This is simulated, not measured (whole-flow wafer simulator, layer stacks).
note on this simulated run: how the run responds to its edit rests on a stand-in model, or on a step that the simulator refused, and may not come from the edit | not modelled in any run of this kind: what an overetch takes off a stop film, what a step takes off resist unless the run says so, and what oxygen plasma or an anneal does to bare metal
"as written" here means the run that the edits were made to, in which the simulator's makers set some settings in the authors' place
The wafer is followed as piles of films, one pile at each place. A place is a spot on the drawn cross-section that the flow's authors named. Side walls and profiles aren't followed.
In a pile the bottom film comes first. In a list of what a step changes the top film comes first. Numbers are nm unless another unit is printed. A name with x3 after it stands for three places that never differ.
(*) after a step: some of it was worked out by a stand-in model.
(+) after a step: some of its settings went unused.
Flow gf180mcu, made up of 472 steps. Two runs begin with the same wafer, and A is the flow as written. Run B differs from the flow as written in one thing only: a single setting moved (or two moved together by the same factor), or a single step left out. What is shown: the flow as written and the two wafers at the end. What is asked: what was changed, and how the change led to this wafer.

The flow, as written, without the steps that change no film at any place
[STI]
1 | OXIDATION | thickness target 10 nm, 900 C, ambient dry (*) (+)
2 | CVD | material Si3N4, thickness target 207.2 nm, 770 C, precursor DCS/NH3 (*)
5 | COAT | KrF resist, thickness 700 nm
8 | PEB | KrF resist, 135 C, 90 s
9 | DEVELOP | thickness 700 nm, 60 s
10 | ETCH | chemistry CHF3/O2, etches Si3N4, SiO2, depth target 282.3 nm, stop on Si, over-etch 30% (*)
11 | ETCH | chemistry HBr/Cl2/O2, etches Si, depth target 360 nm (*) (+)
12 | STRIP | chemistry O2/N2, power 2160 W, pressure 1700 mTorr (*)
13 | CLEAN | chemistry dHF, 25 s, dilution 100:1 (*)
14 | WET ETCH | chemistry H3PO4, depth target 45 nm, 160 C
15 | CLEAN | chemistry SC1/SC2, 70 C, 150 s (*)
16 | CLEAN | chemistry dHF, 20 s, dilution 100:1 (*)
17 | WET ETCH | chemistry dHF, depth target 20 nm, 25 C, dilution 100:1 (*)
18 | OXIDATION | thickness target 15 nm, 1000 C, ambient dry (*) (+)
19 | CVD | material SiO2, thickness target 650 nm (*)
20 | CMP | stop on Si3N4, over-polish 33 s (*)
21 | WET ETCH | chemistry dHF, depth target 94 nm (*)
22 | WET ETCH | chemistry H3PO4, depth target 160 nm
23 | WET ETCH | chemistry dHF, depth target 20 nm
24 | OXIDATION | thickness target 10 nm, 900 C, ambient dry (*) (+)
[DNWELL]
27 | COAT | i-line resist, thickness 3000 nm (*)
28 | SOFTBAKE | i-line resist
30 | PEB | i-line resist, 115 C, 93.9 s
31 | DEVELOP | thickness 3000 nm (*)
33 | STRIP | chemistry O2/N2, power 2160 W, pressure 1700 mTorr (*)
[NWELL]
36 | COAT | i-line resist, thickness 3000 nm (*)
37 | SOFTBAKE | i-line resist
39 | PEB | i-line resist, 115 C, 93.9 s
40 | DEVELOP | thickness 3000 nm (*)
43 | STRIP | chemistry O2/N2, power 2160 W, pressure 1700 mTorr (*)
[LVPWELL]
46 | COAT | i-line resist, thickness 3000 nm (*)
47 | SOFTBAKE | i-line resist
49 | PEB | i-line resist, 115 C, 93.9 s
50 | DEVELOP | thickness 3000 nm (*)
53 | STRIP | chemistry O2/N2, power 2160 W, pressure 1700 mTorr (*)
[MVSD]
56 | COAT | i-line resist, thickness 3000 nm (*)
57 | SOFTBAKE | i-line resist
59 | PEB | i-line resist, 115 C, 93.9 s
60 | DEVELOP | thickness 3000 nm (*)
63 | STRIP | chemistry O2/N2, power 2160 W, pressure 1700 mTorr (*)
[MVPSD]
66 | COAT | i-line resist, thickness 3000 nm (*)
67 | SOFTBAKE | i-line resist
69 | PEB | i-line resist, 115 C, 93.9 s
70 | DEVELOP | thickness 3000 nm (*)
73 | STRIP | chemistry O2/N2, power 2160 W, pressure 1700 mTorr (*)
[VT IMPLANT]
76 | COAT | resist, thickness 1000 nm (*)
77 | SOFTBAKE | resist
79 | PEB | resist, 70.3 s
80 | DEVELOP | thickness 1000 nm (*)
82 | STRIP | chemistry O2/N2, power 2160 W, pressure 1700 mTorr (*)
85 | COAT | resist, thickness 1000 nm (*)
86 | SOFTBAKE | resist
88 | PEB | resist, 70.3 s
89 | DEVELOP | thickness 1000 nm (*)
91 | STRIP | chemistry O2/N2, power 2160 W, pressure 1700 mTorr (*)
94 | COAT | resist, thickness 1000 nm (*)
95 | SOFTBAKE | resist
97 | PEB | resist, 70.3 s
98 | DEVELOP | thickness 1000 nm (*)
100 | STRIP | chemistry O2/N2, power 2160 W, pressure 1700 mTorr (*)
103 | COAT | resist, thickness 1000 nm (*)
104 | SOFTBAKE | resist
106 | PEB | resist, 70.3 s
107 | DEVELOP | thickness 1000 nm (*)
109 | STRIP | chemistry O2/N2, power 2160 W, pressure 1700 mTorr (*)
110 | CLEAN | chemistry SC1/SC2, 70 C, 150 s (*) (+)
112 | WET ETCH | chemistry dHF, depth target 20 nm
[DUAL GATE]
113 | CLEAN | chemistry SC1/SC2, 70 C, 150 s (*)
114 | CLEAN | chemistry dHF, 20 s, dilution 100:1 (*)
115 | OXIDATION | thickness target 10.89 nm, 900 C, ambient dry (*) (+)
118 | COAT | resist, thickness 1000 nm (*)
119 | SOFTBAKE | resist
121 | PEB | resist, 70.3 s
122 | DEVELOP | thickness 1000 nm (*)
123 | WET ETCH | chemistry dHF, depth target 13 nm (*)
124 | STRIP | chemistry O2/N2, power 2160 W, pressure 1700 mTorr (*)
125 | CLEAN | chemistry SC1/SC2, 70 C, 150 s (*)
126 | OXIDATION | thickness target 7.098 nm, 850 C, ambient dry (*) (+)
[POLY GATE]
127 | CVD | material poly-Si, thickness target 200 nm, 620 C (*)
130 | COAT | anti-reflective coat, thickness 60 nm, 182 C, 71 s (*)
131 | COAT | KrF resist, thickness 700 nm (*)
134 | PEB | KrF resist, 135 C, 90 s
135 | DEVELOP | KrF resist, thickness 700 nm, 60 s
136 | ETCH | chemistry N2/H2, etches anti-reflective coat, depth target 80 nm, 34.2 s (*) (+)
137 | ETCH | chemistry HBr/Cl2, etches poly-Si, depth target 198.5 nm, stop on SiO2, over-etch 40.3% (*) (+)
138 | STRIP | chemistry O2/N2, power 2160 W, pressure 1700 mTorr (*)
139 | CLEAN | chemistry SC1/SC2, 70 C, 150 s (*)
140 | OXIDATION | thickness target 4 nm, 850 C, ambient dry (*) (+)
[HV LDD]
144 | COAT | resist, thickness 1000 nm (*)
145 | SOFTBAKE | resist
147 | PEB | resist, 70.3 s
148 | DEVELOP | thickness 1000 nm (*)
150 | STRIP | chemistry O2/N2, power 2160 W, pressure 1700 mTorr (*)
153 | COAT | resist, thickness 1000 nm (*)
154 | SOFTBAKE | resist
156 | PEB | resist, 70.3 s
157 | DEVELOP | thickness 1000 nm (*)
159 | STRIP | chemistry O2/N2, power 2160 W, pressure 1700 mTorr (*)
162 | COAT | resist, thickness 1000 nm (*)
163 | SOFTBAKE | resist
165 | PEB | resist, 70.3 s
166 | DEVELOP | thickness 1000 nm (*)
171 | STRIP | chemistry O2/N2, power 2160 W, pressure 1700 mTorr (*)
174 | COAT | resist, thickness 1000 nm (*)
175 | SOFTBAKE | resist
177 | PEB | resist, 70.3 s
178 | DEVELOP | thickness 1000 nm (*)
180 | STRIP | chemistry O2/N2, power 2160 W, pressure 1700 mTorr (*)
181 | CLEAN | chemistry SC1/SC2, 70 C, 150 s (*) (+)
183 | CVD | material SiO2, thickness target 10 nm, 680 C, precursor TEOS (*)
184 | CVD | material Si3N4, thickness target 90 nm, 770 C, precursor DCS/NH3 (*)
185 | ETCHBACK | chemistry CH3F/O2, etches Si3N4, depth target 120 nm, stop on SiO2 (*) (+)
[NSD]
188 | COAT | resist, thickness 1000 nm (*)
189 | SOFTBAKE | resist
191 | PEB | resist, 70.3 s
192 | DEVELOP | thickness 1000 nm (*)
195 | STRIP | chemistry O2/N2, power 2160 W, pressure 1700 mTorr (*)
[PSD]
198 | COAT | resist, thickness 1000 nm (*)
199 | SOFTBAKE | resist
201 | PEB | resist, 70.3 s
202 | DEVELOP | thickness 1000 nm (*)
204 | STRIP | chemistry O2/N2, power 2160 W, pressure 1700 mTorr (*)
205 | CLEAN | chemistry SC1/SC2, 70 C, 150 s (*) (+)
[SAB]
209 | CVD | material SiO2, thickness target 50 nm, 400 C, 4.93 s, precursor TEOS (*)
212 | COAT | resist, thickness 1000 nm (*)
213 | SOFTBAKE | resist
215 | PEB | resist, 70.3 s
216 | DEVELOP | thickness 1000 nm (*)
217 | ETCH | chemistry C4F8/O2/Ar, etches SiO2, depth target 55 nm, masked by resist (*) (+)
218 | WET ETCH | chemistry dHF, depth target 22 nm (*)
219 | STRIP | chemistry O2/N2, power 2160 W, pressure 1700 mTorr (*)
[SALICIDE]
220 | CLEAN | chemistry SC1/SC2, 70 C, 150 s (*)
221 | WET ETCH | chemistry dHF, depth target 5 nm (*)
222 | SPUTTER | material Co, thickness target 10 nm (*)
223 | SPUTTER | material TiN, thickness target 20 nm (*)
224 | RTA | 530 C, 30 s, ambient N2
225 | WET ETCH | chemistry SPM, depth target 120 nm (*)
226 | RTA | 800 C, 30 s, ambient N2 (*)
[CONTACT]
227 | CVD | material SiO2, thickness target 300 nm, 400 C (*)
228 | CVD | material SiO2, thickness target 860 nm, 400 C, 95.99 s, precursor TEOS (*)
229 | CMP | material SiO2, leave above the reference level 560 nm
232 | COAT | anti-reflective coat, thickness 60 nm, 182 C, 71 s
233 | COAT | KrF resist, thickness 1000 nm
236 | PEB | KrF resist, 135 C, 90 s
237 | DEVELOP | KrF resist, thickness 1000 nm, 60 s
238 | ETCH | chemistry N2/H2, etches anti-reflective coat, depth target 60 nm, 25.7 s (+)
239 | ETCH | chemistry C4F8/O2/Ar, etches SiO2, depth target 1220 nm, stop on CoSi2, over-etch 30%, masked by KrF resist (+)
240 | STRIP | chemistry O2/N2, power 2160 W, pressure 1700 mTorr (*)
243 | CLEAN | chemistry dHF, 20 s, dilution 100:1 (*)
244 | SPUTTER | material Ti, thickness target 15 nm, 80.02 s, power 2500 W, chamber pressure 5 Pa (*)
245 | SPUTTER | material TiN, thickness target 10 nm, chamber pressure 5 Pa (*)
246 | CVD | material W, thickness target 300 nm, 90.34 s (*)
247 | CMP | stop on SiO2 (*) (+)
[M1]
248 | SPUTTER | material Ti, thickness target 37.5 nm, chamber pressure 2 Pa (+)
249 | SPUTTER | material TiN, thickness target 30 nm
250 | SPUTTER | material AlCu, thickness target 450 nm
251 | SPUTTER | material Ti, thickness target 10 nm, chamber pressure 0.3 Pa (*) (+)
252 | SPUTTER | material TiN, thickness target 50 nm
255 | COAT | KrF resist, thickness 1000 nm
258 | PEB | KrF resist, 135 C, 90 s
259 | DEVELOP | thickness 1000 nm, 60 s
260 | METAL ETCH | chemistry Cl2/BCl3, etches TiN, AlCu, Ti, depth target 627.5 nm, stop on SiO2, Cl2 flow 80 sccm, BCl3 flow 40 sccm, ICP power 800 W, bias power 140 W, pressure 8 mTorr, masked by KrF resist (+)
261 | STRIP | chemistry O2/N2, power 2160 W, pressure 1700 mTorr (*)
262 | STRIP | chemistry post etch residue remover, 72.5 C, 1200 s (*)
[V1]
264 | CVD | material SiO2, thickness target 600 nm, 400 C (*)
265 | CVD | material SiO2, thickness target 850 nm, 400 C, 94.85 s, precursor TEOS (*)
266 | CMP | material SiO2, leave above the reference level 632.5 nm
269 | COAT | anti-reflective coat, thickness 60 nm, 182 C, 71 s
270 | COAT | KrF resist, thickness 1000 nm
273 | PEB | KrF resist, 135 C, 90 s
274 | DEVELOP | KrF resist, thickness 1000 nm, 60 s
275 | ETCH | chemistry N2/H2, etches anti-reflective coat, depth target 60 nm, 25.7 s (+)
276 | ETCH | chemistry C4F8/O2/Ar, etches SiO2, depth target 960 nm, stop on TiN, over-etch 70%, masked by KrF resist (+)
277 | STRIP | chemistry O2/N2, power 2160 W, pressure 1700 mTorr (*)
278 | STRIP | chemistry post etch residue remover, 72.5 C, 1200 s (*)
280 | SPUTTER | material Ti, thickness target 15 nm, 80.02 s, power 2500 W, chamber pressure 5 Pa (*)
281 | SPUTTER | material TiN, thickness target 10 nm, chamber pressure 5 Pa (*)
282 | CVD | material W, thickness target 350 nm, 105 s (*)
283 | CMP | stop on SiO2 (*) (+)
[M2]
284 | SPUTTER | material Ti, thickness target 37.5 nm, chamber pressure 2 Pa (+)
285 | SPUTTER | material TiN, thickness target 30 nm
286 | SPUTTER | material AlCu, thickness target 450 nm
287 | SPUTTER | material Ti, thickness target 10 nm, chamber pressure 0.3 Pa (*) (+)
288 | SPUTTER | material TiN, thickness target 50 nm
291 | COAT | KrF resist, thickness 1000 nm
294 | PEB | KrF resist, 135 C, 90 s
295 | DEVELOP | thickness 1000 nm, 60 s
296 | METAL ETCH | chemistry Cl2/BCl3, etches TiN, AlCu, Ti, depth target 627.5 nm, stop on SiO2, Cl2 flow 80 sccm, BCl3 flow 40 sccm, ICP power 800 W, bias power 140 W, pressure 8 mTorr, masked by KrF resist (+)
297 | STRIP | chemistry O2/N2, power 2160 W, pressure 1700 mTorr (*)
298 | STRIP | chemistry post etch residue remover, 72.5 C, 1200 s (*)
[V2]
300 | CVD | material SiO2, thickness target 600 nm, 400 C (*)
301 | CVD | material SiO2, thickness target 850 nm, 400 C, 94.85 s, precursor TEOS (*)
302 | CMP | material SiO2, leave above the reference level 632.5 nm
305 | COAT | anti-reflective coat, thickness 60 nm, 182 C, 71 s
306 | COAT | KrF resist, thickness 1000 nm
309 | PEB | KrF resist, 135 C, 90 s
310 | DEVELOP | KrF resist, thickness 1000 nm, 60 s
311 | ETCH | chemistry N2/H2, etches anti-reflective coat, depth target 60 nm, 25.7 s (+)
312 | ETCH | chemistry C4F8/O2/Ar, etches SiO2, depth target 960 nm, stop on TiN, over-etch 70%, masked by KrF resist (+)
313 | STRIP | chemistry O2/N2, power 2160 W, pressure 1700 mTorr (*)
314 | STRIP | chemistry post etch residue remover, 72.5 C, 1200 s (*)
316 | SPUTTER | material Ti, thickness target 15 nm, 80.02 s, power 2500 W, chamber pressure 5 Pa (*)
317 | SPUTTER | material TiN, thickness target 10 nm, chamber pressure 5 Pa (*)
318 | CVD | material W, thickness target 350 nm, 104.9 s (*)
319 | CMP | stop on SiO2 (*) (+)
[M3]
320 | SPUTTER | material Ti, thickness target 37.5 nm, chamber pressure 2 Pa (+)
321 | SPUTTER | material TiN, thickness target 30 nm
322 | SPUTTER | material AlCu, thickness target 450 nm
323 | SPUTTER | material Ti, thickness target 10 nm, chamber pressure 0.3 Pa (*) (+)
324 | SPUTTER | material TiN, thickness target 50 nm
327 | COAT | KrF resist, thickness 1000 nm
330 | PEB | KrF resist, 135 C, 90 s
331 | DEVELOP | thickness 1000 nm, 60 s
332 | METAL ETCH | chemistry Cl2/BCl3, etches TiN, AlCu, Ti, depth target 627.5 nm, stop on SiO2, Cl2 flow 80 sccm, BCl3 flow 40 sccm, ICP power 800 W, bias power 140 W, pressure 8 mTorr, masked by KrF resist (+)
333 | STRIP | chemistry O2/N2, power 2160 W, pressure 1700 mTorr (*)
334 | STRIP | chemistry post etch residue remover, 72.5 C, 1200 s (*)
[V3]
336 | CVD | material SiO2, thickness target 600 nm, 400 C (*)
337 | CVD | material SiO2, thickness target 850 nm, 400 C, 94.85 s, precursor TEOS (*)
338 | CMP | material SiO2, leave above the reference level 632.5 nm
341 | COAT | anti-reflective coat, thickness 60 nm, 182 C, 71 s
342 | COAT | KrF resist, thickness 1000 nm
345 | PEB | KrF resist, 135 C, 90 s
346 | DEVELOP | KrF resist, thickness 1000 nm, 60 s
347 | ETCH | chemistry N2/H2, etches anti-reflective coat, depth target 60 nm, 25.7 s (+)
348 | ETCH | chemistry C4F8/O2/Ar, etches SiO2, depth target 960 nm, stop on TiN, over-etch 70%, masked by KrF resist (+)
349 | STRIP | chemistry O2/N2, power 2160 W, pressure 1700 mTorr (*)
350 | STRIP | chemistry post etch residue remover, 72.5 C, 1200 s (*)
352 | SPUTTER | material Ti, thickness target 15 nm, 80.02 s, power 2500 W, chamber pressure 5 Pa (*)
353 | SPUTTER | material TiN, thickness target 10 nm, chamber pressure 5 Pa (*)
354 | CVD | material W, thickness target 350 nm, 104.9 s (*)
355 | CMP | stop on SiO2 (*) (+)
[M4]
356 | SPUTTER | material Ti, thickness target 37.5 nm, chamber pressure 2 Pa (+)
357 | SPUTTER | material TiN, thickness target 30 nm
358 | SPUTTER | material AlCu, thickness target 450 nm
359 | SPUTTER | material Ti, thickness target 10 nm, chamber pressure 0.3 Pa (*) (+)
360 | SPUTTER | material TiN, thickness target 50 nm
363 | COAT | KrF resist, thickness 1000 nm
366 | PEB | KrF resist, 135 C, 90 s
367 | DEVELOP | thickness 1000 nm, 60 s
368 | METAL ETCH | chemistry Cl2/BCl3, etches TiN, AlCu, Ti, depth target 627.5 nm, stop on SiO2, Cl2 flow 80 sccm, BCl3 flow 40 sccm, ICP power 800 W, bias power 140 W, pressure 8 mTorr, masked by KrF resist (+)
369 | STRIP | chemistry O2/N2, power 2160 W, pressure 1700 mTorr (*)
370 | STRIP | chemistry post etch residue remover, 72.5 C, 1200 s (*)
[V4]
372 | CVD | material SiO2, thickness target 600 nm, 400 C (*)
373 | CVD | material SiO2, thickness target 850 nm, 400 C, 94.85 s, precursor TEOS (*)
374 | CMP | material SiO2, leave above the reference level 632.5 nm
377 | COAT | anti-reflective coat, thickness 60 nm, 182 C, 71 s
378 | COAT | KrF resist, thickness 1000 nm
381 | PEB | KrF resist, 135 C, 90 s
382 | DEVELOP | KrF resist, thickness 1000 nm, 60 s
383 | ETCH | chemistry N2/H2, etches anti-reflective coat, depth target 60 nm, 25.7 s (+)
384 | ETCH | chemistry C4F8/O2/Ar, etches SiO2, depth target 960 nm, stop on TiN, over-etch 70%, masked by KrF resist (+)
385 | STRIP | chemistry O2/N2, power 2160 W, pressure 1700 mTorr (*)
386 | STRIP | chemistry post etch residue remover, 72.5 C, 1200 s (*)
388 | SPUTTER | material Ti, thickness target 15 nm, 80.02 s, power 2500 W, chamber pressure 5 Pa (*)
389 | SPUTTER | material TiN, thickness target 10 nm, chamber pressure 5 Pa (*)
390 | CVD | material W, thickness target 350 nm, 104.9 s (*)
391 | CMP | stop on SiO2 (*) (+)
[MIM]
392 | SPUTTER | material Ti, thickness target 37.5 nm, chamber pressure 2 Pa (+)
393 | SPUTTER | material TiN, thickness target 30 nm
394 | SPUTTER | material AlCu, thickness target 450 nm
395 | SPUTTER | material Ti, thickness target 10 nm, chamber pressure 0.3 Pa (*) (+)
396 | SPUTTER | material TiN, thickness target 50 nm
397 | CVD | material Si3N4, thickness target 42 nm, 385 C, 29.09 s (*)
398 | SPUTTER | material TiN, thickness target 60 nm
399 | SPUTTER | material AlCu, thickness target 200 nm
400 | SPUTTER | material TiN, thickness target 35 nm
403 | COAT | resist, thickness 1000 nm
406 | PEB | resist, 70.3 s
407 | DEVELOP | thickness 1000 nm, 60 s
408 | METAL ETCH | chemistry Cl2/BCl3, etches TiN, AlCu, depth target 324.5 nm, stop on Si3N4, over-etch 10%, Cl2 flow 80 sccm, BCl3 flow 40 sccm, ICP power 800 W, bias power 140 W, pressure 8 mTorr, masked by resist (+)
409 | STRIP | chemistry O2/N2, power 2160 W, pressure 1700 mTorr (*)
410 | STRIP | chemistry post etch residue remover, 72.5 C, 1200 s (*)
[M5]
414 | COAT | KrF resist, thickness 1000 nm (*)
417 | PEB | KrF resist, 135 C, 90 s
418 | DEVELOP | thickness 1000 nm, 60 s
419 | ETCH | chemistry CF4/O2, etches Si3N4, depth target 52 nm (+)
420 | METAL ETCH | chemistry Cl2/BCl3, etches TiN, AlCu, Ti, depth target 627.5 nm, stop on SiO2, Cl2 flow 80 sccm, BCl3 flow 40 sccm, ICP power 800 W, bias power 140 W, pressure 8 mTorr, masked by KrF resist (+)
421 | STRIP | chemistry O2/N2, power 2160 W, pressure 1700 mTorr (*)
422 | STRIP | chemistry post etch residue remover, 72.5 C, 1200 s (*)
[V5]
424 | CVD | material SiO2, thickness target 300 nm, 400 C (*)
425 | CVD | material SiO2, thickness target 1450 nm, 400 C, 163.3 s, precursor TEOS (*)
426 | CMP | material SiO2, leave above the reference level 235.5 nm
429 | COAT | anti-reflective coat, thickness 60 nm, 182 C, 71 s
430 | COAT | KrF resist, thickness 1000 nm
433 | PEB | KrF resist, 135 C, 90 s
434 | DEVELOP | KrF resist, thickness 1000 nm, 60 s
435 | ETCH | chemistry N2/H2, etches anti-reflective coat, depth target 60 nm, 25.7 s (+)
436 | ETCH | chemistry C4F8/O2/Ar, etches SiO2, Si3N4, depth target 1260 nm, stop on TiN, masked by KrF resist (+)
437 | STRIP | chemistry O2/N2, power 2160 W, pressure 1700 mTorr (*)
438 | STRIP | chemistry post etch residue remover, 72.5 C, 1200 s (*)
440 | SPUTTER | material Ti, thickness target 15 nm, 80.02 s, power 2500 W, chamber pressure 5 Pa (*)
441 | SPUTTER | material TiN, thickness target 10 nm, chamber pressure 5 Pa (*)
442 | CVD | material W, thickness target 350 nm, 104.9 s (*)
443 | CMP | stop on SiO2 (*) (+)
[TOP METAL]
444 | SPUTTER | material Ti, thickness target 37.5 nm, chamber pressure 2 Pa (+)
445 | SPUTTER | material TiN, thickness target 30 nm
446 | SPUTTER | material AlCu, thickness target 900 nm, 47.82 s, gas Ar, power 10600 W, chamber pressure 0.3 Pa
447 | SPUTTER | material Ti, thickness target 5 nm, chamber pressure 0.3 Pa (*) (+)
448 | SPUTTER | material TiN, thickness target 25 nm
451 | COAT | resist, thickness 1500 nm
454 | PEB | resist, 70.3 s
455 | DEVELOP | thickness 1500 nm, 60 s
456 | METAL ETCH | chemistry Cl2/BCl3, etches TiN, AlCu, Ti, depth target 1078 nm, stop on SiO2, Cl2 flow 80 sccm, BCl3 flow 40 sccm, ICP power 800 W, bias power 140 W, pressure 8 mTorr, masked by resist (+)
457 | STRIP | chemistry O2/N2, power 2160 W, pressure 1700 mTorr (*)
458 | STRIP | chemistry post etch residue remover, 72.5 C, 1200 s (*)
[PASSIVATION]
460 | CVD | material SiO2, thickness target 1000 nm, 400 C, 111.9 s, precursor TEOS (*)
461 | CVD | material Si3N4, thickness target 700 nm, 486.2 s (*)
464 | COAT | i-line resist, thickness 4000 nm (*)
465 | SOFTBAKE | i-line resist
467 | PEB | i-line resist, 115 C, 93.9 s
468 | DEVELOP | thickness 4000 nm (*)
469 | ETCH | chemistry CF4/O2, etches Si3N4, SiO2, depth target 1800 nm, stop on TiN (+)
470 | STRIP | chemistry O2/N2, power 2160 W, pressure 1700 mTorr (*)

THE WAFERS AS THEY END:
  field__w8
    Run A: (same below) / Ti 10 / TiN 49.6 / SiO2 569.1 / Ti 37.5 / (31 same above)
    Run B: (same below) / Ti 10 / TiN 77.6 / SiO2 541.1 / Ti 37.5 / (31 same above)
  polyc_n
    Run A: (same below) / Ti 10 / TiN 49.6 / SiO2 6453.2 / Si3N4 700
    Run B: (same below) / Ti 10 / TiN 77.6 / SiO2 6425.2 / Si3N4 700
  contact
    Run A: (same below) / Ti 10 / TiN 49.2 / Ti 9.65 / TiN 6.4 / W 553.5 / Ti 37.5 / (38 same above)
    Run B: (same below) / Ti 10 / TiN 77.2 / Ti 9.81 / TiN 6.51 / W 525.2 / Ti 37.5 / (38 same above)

What caused this: step 252, SPUTTER: thickness target 78 nm was run, while the flow as written has thickness target 50 nm.

The path from the change to this, step by step:
  252 | SPUTTER | material TiN, thickness target 50 nm
      field, field__w1, field__w2 and 108 more: A TiN gains 50 (new film) | B TiN gains 78 (new film)
  260 | METAL ETCH | chemistry Cl2/BCl3, etches TiN, AlCu, Ti, depth target 627.5 nm, stop on SiO2, Cl2 flow 80 sccm, BCl3 flow 40 sccm, ICP power 800 W, bias power 140 W, pressure 8 mTorr, masked by KrF resist (+)
      field, field__w1, field__w2 and 99 more: A TiN loses 50 (all of it), Ti loses 10 (all of it), AlCu loses 450 (all of it), TiN loses 30 (all of it), Ti loses 37.5 (all of it) | B TiN loses 78 (all of it), Ti loses 10 (all of it), AlCu loses 450 (all of it), TiN loses 30 (all of it), Ti loses 37.5 (all of it)
  266 | CMP | material SiO2, leave above the reference level 632.5 nm
      field__w8, contact, m1 and 6 more: A SiO2 loses 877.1 | B SiO2 loses 905.1
  276 | ETCH | chemistry C4F8/O2/Ar, etches SiO2, depth target 960 nm, stop on TiN, over-etch 70%, masked by KrF resist (+)
      field, field__w1, field__w2 and 107 more: A KrF resist loses 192 | B KrF resist loses 185.1
      contact: A SiO2 loses 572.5 (all of it) | B SiO2 loses 544.5 (all of it)
  282 | CVD | material W, thickness target 350 nm, 105 s (*)
      contact: A W gains 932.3 (new film) | B W gains 904 (new film)
